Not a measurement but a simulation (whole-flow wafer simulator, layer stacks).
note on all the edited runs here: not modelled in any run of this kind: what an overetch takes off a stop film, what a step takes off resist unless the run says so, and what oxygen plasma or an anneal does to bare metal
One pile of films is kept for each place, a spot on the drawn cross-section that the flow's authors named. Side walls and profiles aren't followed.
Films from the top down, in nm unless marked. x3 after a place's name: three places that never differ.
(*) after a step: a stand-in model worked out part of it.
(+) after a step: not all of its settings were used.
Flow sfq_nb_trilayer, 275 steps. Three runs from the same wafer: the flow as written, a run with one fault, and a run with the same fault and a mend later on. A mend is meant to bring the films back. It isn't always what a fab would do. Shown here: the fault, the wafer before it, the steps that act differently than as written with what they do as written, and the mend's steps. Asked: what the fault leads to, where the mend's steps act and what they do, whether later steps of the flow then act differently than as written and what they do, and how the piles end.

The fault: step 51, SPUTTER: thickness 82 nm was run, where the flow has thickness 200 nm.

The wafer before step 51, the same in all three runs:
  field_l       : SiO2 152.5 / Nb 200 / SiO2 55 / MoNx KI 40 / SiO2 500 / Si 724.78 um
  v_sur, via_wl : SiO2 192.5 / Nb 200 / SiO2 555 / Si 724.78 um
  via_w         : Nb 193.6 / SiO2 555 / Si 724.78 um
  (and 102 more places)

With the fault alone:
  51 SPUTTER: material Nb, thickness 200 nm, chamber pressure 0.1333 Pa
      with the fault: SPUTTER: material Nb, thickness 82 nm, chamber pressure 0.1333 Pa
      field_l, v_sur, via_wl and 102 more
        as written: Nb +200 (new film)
        with the fault: Nb +82 (new film)
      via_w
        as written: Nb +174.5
        with the fault: Nb +72.2
  Later steps of the flow that act differently than as written (3 more steps differ only slightly, by at most 2% or 0.5 nm, whichever is larger, and aren't shown):
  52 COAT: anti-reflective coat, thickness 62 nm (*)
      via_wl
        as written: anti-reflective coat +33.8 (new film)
        with the fault: anti-reflective coat +32 (new film)
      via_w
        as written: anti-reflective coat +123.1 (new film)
        with the fault: anti-reflective coat +118.2 (new film)
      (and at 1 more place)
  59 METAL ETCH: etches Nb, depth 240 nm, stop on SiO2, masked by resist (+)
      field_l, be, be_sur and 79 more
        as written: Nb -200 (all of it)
        with the fault: Nb -82 (all of it)
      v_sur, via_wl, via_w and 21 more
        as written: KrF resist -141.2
        with the fault: KrF resist -72.4
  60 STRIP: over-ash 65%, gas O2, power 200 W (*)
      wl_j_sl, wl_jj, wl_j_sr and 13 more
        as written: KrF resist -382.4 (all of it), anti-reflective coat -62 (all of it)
        with the fault: KrF resist -451.2 (all of it), anti-reflective coat -62 (all of it)
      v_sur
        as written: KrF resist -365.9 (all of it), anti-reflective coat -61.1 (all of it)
        with the fault: KrF resist -436.8 (all of it), anti-reflective coat -60.6 (all of it)
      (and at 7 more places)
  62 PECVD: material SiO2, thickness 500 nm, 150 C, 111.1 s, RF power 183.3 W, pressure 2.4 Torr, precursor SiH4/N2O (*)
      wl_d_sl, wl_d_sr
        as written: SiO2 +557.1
        with the fault: SiO2 +500
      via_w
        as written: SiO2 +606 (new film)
        with the fault: SiO2 +577.3 (new film)
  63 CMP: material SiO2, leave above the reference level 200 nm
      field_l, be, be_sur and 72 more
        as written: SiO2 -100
        with the fault: SiO2 -218
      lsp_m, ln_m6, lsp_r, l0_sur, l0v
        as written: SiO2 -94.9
        with the fault: SiO2 -218
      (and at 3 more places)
  At the end the piles differ from the flow's by more than 2% or 0.5 nm, whichever is larger, at field_l, v_sur, via_wl and 103 more.
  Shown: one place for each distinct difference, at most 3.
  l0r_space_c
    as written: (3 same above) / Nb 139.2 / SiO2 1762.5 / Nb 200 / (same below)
    with the fault: (3 same above) / Nb 139.2 / SiO2 1644.5 / Nb 200 / (same below)
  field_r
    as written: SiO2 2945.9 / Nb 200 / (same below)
    with the fault: SiO2 2827.9 / Nb 200 / (same below)
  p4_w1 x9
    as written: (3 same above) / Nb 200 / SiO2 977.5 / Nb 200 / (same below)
    with the fault: (3 same above) / Nb 200 / SiO2 859.5 / Nb 200 / (same below)

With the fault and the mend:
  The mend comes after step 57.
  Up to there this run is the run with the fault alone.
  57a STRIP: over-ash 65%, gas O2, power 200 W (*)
      p4_fl x3, p4_w1 x9, p4_g1 x2 and 47 more
        anti-reflective coat -62 (all of it)
      wl_j_sl, wl_jj, wl_j_sr and 13 more
        KrF resist -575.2 (all of it), anti-reflective coat -62 (all of it)
      r_sur, res, r_end and 8 more
        anti-reflective coat -61.8 (all of it)
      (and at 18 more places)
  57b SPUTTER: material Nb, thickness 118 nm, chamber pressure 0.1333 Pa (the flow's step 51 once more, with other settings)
      field_l, v_sur, via_wl and 102 more
        Nb +118
      via_w
        Nb +98.1
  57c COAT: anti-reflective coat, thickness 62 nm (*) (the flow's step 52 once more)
      p4_fl x3, p4_w1 x9, p4_g1 x2 and 63 more
        anti-reflective coat +62 (new film)
      r_sur, res, r_end and 9 more
        anti-reflective coat +61.8 (new film)
      jj_sur, ce_l, c5j, ce_r, sp_r, be_r
        anti-reflective coat +61.7 (new film)
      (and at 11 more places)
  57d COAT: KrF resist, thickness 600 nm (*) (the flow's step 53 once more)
      p4_fl x3, p4_w1 x9, p4_g1 x2 and 63 more
        KrF resist +600 (new film)
      res, r_end, moat, field_r, l0_sur
        KrF resist +599.4 (new film)
      lsp_l, ln_m5, lsp_m, ln_m6, lsp_r
        KrF resist +599.5 (new film)
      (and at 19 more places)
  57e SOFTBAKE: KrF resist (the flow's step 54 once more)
      changes no film at any place that is followed
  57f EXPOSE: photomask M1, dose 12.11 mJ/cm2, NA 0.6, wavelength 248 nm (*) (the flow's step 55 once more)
      changes no film at any place that is followed
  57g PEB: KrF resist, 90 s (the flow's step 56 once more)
      wire, be, be_sur and 96 more
        KrF resist -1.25
      field_l, via_v
        KrF resist -1.24
      via_wl, via_wr
        KrF resist -1.26
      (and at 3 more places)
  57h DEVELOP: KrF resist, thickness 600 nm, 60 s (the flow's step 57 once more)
      p4_fl x3, p4_w1 x9, p4_g1 x2 and 47 more
        KrF resist -598.7 (all of it)
      v_sur, via_wl, via_w and 21 more
        KrF resist -23.5
      moat, field_r, lsp_l, lsp_m, ln_m6, lsp_r, l0_sur
        KrF resist -598.2 (all of it)
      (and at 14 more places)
  No later step of the flow acts differently than as written, at any place that is followed, by more than 2% or 0.5 nm, whichever is larger.
  At the end the piles differ from the flow's only slightly at the places that both follow, by at most 2% or 0.5 nm, whichever is larger.
